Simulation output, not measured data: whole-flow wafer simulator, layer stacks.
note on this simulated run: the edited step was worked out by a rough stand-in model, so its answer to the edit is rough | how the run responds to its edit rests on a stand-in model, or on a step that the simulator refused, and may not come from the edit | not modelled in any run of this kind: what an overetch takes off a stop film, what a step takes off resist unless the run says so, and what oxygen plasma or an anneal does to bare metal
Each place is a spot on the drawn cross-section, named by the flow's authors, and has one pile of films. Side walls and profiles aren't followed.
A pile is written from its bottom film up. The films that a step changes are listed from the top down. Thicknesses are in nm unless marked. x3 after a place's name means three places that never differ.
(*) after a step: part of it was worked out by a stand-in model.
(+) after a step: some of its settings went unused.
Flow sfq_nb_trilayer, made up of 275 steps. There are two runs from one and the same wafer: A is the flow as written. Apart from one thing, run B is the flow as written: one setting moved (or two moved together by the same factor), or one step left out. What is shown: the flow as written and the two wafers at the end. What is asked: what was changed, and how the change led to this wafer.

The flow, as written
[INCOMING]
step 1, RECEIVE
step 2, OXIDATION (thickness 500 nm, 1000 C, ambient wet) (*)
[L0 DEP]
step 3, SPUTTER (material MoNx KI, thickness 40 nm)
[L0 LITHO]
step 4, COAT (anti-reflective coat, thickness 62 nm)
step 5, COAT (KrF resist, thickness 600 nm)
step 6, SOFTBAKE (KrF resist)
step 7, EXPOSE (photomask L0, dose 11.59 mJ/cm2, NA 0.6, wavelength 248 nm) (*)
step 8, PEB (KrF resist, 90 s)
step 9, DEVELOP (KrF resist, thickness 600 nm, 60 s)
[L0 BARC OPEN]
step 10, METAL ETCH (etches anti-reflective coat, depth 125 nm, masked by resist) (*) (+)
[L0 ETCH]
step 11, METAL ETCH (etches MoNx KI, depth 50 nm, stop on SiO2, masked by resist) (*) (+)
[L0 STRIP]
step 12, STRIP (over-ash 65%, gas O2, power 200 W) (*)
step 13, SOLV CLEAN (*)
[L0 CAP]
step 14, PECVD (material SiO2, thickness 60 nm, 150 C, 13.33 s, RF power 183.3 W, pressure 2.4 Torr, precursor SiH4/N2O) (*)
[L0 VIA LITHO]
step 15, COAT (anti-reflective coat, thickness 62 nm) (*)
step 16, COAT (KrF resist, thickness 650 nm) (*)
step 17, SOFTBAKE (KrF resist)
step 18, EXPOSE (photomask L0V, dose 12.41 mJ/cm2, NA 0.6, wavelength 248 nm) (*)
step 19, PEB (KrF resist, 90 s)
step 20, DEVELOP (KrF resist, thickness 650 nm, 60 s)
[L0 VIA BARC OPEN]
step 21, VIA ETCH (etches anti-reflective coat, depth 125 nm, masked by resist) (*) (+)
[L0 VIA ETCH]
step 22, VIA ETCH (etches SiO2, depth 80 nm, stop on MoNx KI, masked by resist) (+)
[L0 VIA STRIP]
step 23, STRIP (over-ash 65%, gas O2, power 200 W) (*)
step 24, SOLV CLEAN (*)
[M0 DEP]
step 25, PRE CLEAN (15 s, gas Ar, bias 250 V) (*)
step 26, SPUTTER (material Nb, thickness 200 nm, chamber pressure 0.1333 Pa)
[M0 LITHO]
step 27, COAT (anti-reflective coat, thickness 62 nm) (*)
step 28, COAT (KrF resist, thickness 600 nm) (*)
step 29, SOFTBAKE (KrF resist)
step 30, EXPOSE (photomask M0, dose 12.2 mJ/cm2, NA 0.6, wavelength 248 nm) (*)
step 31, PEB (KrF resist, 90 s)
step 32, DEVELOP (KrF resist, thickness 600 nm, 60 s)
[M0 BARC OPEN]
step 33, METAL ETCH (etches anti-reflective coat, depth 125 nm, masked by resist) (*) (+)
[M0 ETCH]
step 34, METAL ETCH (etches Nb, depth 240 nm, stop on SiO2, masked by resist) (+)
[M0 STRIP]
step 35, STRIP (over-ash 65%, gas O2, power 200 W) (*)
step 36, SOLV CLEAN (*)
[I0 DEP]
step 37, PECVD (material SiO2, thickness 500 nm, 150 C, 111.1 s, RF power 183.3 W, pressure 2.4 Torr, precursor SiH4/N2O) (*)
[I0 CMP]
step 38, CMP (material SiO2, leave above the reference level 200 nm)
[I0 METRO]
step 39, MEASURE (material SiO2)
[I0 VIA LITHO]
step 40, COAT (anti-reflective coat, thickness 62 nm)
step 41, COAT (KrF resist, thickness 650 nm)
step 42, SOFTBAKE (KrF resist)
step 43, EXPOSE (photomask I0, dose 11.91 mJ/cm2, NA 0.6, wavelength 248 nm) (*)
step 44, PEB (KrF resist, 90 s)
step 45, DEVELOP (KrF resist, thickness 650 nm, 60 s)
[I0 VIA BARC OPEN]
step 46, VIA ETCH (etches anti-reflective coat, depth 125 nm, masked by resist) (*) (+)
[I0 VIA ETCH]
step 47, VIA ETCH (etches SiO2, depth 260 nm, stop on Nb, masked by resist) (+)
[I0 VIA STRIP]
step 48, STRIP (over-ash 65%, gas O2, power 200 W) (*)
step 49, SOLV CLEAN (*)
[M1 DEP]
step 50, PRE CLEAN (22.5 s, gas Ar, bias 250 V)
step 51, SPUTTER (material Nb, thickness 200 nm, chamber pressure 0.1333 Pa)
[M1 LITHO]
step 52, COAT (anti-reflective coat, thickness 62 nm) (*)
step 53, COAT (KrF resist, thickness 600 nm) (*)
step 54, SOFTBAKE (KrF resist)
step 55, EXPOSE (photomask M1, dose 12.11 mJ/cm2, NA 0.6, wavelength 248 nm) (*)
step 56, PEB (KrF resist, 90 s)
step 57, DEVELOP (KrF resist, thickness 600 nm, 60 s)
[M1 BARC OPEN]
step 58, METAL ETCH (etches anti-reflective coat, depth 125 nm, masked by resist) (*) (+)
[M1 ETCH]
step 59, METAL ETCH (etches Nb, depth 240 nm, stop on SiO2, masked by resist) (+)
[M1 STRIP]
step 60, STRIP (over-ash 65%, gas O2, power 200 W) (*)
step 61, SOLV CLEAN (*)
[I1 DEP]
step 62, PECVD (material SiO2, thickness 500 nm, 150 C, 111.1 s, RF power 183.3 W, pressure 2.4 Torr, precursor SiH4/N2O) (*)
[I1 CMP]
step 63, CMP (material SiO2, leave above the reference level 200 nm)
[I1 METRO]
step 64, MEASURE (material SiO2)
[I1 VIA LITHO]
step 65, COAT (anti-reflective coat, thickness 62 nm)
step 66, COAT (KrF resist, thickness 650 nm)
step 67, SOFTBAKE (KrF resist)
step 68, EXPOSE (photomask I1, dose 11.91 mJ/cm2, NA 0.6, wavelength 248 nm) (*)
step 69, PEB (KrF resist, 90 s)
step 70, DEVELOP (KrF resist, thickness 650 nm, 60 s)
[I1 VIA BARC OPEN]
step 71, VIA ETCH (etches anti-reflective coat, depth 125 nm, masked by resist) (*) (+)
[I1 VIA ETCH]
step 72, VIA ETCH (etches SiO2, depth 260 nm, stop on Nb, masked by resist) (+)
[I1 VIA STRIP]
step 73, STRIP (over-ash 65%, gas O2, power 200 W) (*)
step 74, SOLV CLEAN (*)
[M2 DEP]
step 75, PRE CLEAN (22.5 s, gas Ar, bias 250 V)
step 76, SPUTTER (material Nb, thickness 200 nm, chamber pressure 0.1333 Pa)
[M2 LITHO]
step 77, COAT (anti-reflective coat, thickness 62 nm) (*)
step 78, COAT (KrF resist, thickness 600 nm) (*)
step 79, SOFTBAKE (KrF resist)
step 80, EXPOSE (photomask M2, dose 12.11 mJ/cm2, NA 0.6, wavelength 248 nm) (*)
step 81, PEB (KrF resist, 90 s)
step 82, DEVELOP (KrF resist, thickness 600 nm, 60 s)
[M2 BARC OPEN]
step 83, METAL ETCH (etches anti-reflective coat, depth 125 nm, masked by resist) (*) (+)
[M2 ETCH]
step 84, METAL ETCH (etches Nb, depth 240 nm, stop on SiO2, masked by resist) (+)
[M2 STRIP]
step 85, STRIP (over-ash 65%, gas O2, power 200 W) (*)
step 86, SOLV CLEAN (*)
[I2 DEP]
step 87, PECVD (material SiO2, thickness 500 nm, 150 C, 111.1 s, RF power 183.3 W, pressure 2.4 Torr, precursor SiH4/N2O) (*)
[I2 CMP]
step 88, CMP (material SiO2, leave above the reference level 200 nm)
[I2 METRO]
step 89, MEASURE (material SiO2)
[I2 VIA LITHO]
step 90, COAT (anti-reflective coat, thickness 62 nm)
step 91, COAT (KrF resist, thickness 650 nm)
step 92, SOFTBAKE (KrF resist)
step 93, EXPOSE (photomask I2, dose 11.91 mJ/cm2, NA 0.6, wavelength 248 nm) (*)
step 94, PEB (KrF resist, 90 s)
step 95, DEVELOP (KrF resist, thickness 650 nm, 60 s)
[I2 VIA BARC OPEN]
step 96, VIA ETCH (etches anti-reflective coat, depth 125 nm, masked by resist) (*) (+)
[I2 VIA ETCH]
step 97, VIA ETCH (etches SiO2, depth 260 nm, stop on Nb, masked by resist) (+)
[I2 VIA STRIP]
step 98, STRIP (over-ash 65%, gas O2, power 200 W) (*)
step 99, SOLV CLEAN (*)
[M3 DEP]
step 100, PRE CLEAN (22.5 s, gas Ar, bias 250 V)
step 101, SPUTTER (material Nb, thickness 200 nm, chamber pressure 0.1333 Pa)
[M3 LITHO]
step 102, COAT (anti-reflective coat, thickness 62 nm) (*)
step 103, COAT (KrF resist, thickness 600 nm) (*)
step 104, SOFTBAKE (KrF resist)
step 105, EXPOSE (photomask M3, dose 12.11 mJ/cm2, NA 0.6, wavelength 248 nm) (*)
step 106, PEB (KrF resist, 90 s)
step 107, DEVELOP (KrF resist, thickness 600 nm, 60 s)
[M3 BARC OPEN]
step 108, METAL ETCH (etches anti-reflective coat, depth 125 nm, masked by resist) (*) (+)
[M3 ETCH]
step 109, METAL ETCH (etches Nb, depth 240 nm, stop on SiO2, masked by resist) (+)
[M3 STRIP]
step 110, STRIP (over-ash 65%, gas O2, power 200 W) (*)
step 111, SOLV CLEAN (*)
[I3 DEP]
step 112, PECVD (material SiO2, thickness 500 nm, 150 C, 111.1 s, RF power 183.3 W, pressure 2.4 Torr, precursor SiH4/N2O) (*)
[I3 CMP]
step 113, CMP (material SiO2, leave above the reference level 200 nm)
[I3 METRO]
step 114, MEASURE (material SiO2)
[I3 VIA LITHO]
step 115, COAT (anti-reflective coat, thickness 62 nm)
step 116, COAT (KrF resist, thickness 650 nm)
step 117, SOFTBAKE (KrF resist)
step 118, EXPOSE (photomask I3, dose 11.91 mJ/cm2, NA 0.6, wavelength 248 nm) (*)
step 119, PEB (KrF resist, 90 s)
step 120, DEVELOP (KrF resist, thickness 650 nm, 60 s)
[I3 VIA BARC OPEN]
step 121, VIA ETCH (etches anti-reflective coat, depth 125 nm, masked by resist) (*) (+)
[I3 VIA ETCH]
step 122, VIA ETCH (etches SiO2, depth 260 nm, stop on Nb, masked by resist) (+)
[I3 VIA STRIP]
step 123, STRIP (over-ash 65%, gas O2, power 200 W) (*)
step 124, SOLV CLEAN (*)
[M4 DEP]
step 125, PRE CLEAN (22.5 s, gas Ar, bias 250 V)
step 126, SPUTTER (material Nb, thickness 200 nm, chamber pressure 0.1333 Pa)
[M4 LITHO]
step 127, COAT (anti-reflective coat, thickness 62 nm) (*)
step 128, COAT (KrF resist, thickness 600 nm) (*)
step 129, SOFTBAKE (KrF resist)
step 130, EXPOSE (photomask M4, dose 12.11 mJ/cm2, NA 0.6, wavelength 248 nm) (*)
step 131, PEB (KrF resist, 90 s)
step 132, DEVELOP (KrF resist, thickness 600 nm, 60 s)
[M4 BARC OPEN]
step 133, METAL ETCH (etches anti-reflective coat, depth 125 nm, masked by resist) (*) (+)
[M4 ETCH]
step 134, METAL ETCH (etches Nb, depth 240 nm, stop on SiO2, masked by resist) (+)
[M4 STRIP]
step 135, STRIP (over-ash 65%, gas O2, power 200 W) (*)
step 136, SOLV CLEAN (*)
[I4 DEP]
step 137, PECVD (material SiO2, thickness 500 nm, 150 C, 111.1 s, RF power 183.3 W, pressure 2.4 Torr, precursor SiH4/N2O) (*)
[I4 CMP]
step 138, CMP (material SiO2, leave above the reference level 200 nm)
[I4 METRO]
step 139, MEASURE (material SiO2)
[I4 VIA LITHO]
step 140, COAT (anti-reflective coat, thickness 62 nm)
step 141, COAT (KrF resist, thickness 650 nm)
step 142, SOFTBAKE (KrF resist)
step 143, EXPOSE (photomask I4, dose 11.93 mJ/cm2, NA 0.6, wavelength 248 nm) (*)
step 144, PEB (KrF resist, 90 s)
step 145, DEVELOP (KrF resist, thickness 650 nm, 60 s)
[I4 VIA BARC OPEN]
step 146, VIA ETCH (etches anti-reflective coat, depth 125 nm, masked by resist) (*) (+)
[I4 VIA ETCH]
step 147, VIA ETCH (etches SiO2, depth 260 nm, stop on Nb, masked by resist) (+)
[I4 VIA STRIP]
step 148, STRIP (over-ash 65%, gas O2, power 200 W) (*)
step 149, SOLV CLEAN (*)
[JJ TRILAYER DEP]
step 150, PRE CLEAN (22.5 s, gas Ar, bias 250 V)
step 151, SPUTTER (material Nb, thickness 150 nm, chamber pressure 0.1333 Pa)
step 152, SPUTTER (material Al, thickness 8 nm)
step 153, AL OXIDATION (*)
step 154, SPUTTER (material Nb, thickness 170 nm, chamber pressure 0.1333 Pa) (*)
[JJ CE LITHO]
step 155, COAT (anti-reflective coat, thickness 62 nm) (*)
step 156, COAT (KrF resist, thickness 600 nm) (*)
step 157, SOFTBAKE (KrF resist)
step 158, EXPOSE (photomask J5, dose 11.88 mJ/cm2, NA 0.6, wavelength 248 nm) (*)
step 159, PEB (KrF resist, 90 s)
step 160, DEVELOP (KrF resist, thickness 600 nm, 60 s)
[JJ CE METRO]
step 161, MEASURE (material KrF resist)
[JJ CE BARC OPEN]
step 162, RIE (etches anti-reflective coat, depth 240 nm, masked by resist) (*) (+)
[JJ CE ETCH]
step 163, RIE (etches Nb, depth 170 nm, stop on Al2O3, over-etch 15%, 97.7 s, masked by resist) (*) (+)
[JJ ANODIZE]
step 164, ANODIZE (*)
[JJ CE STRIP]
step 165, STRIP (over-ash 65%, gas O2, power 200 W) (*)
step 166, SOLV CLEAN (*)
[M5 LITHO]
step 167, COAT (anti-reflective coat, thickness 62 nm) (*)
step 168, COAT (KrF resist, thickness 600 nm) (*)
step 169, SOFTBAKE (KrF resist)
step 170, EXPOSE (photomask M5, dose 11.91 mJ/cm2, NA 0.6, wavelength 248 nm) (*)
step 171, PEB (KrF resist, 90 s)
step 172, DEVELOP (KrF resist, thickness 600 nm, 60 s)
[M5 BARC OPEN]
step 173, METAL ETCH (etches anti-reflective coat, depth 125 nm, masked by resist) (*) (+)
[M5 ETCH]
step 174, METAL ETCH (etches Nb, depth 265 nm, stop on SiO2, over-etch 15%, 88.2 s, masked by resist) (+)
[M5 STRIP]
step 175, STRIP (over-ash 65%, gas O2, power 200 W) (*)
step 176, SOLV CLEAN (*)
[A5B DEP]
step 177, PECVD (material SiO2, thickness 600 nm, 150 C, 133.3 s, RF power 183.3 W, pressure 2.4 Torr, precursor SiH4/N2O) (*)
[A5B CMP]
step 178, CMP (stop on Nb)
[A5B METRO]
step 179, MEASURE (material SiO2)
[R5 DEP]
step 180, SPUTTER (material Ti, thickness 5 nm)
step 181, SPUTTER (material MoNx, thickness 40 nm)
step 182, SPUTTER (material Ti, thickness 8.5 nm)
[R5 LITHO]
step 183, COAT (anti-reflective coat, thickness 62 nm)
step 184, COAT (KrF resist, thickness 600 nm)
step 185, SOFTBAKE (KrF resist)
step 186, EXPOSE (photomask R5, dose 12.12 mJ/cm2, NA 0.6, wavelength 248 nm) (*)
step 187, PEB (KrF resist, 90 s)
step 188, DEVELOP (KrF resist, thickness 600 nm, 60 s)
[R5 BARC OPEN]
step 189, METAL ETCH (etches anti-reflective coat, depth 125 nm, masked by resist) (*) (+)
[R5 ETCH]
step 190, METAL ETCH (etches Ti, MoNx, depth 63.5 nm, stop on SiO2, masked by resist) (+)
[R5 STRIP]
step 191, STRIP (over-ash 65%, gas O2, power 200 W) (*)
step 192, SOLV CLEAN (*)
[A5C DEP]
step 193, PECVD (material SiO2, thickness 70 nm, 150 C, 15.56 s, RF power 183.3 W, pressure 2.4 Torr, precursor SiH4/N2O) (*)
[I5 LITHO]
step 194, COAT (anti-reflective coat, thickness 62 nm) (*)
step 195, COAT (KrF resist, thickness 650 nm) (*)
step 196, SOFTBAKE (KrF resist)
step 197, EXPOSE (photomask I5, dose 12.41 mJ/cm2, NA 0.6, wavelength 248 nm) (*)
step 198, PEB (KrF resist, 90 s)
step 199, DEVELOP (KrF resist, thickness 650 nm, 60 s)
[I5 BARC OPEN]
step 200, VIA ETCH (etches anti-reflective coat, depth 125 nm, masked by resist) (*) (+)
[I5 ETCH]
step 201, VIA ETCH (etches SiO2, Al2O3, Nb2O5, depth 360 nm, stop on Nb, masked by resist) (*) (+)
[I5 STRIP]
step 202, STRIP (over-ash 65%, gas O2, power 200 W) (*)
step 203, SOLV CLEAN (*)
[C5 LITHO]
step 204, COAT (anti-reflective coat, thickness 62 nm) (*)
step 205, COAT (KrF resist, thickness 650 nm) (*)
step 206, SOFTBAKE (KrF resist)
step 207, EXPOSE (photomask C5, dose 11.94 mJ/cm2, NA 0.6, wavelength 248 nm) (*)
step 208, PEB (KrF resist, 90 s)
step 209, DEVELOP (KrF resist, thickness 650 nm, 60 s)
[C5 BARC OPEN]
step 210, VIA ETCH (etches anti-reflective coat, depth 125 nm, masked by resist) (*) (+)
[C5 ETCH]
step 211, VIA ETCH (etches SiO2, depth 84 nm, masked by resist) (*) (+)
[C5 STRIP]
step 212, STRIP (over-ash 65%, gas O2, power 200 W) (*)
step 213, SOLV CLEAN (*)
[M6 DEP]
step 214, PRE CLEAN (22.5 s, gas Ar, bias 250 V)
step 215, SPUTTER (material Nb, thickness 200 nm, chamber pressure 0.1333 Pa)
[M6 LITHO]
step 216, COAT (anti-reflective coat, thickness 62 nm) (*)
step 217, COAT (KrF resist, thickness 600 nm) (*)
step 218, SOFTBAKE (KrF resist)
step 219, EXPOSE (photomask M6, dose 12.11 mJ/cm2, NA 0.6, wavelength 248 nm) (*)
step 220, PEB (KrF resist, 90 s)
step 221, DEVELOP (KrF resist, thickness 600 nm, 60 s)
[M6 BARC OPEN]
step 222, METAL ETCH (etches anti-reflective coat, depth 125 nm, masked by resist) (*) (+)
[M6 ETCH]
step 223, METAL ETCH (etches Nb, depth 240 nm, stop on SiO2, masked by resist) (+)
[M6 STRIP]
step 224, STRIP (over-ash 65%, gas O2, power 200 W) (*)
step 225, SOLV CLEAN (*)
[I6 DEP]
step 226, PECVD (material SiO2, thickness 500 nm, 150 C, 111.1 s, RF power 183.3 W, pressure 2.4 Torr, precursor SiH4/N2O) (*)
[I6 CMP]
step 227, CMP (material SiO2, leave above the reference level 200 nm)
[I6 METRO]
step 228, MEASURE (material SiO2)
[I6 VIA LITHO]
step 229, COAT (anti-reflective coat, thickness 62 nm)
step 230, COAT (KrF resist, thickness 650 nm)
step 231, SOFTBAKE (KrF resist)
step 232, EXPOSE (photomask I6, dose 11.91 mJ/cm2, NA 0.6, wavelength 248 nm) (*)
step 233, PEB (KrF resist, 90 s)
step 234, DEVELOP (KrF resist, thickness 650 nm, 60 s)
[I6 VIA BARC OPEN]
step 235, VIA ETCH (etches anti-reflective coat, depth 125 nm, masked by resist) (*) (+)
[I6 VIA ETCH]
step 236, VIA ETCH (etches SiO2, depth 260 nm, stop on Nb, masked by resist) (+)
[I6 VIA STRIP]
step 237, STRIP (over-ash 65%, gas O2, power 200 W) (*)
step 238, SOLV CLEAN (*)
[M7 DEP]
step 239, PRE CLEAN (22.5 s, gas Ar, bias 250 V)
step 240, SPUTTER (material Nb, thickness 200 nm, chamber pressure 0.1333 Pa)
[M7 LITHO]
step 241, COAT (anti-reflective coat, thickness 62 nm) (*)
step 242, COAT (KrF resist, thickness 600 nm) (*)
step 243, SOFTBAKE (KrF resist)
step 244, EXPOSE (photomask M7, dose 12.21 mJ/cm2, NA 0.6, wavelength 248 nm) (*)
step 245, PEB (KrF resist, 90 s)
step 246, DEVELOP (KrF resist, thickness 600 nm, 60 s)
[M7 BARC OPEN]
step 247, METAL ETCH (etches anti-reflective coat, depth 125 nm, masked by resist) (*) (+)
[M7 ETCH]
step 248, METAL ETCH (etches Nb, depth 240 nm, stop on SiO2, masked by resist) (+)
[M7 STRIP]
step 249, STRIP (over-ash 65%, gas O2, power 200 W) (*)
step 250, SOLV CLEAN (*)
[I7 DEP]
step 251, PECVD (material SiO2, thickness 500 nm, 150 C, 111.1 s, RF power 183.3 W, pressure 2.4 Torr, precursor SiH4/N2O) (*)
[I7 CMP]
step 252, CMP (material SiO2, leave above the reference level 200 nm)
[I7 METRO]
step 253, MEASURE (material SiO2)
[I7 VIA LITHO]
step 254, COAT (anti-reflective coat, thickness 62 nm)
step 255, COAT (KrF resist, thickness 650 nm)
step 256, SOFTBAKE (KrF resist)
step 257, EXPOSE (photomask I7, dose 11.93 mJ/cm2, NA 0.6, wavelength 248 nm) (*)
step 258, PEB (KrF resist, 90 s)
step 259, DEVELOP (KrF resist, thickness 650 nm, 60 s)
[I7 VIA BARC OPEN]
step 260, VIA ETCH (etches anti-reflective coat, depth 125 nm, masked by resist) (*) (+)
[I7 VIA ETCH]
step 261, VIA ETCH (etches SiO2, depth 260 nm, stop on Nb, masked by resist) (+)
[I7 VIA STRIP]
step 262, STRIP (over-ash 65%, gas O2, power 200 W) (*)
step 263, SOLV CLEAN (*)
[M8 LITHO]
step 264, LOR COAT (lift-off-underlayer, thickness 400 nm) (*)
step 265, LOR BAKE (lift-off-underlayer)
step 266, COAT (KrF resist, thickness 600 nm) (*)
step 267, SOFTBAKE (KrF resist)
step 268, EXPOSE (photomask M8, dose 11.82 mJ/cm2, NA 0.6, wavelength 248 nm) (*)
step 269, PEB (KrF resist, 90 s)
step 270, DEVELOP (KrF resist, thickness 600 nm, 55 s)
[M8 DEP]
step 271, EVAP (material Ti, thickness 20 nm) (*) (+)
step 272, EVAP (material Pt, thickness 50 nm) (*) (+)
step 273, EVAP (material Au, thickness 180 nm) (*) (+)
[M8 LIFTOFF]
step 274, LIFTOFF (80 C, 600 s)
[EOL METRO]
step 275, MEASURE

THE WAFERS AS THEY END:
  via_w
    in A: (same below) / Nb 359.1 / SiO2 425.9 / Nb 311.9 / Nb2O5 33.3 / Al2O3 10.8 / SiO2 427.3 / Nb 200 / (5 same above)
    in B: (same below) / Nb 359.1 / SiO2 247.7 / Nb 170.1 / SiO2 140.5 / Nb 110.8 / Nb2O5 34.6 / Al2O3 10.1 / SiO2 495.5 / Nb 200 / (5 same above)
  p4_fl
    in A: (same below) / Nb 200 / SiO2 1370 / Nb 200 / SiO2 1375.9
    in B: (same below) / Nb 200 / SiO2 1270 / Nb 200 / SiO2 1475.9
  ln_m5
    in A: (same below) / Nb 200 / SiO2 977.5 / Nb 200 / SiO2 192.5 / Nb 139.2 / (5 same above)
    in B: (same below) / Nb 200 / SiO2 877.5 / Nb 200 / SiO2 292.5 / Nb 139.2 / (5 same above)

Cause: step 112, PECVD: thickness 300 nm was run, though the flow has thickness 500 nm; step 112, PECVD: 66.67 s was run, where the flow has 111.1 s.

Step by step, how the change led to this:
  step 112, PECVD (material SiO2, thickness 500 nm, 150 C, 111.1 s, RF power 183.3 W, pressure 2.4 Torr, precursor SiH4/N2O) (*)
      field_l, be, be_sur and 64 more: A +500 SiO2 | B +300 SiO2
      v_sur, via_wl, via_wr and 27 more: A +500 SiO2 (new film) | B +300 SiO2 (new film)
      (as well as at 9 more places)
  step 113, CMP (material SiO2, leave above the reference level 200 nm)
      field_l, be, be_sur and 64 more: A -100 SiO2 | B nothing
      p4_g1, p4_g2, p3_s0, p3_s1, p3_s2, p3_s3, p3_s4, p3_s5: A -157.1 SiO2 | B nothing
      (as well as at 31 more places)
  step 115, COAT (anti-reflective coat, thickness 62 nm)
      m0r_line_l x2, m6r_line_l x2, m7r_line_l x2: A +62 anti-reflective coat (new film) | B +63.5 anti-reflective coat (new film)
      m0r_space_l x2, m6r_space_l x2, m7r_space_l x2: A +62 anti-reflective coat (new film) | B +75.6 anti-reflective coat (new film)
      (as well as at 76 more places)
  step 116, COAT (KrF resist, thickness 650 nm)
      m0r_line_l x2, r5r_line_r, m6r_line_l x2, m7r_line_l x2: A +650 KrF resist (new film) | B +669.6 KrF resist (new film)
      m5r_linepad_l, m5r_linepad_r: A +650 KrF resist (new film) | B +627.6 KrF resist (new film)
      (as well as at 53 more places)
  step 120, DEVELOP (KrF resist, thickness 650 nm, 60 s)
      via_v: A -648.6 KrF resist (all of it) | B -612.1 KrF resist (all of it)
  step 121, VIA ETCH (etches anti-reflective coat, depth 125 nm, masked by resist) (*) (+)
      field_l, v_sur, via_wl and 102 more: A -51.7 KrF resist | B -44.9 KrF resist
      via_v: A -62 anti-reflective coat (all of it), -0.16 SiO2 | B -53.8 anti-reflective coat (all of it), -0.13 SiO2
  step 123, STRIP (over-ash 65%, gas O2, power 200 W) (*)
      m0r_line_l x2, m6r_line_l x2, m7r_line_l x2: A -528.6 KrF resist (all of it), -62 anti-reflective coat (all of it) | B -555 KrF resist (all of it), -63.5 anti-reflective coat (all of it)
      m0r_space_l x2, m6r_space_l x2, m7r_space_l x2: A -528.6 KrF resist (all of it), -62 anti-reflective coat (all of it) | B -547.3 KrF resist (all of it), -75.6 anti-reflective coat (all of it)
      (as well as at 93 more places)
  step 126, SPUTTER (material Nb, thickness 200 nm, chamber pressure 0.1333 Pa)
      via_w: A +200 Nb (new film) | B +170.1 Nb (new film)
  step 127, COAT (anti-reflective coat, thickness 62 nm) (*)
      l0r_line_r, m0r_line_l x2, m6r_line_l x2, m7r_line_l x2: A +62 anti-reflective coat (new film) | B +63.6 anti-reflective coat (new film)
      m0r_space_l x2, m6r_space_l x2, m7r_space_l x2: A +62 anti-reflective coat (new film) | B +73.2 anti-reflective coat (new film)
      (as well as at 74 more places)
  step 128, COAT (KrF resist, thickness 600 nm) (*)
      m0r_line_l x2, m6r_line_l x2, m7r_line_l x2: A +600 KrF resist (new film) | B +617.4 KrF resist (new film)
      m0r_space_l x2, m6r_space_l x2, m7r_space_l x2: A +600 KrF resist (new film) | B +612.3 KrF resist (new film)
      (as well as at 55 more places)
  step 132, DEVELOP (KrF resist, thickness 600 nm, 60 s)
      m0r_line_l x2, m6r_line_l x2, m7r_line_l x2: A -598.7 KrF resist (all of it) | B -616.1 KrF resist (all of it)
      m0r_space_l x2, m6r_space_l x2, m7r_space_l x2: A -598.7 KrF resist (all of it) | B -611.1 KrF resist (all of it)
      (as well as at 26 more places)
  step 133, METAL ETCH (etches anti-reflective coat, depth 125 nm, masked by resist) (*) (+)
      v_sur, via_wl, via_w and 36 more: A -51.7 KrF resist | B -61.8 KrF resist
      l0r_line_r, m0r_line_l x2, m6r_line_l x2, m7r_line_l x2: A -62 anti-reflective coat (all of it) | B -63.6 anti-reflective coat (all of it)
      (as well as at 44 more places)
  step 135, STRIP (over-ash 65%, gas O2, power 200 W) (*)
      wl_a_sr, wl_b_sl: A -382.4 KrF resist (all of it), -62 anti-reflective coat (all of it) | B -362.2 KrF resist (all of it), -59.5 anti-reflective coat (all of it)
      v_sur: A -379.9 KrF resist (all of it), -61.4 anti-reflective coat (all of it) | B -320.3 KrF resist (all of it), -45.2 anti-reflective coat (all of it)
      (as well as at 33 more places)
  step 137, PECVD (material SiO2, thickness 500 nm, 150 C, 111.1 s, RF power 183.3 W, pressure 2.4 Torr, precursor SiH4/N2O) (*)
      p3_s0, p3_s1, p3_s2, p3_s3, p3_s4, p3_s5: A +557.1 SiO2 | B +657.1 SiO2
      via_w: A +500 SiO2 (new film) | B +565.2 SiO2 (new film)
  step 138, CMP (material SiO2, leave above the reference level 200 nm)
      field_l, be, be_sur and 55 more: A -100 SiO2 | B nothing
      lsp_r, l0_sur, l0v: A -91.9 SiO2 | B nothing
      (as well as at 9 more places)
  step 140, COAT (anti-reflective coat, thickness 62 nm)
      lsp_r: A +62 anti-reflective coat (new film) | B +63.6 anti-reflective coat (new film)
      l0v: A +62 anti-reflective coat (new film) | B +63.5 anti-reflective coat (new film)
  ... 17 other steps ...
  step 178, CMP (stop on Nb)
      lsp_r, l0_sur, l0v: A -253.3 SiO2 | B -244.9 SiO2
      via_w: A -235.2 SiO2 | B -226.5 SiO2
With metal films that touch counted as one body, via_w has 6 bodies (between them, from the top down: SiO2 192.5; SiO2 495.5 / Al2O3 10.1 / Nb2O5 34.6; SiO2 140.5; SiO2 247.7; SiO2 416.9); the flow as written gives 5 bodies (between them, from the top down: SiO2 192.5; SiO2 427.3 / Al2O3 10.8 / Nb2O5 33.3; SiO2 425.9; SiO2 416.9).
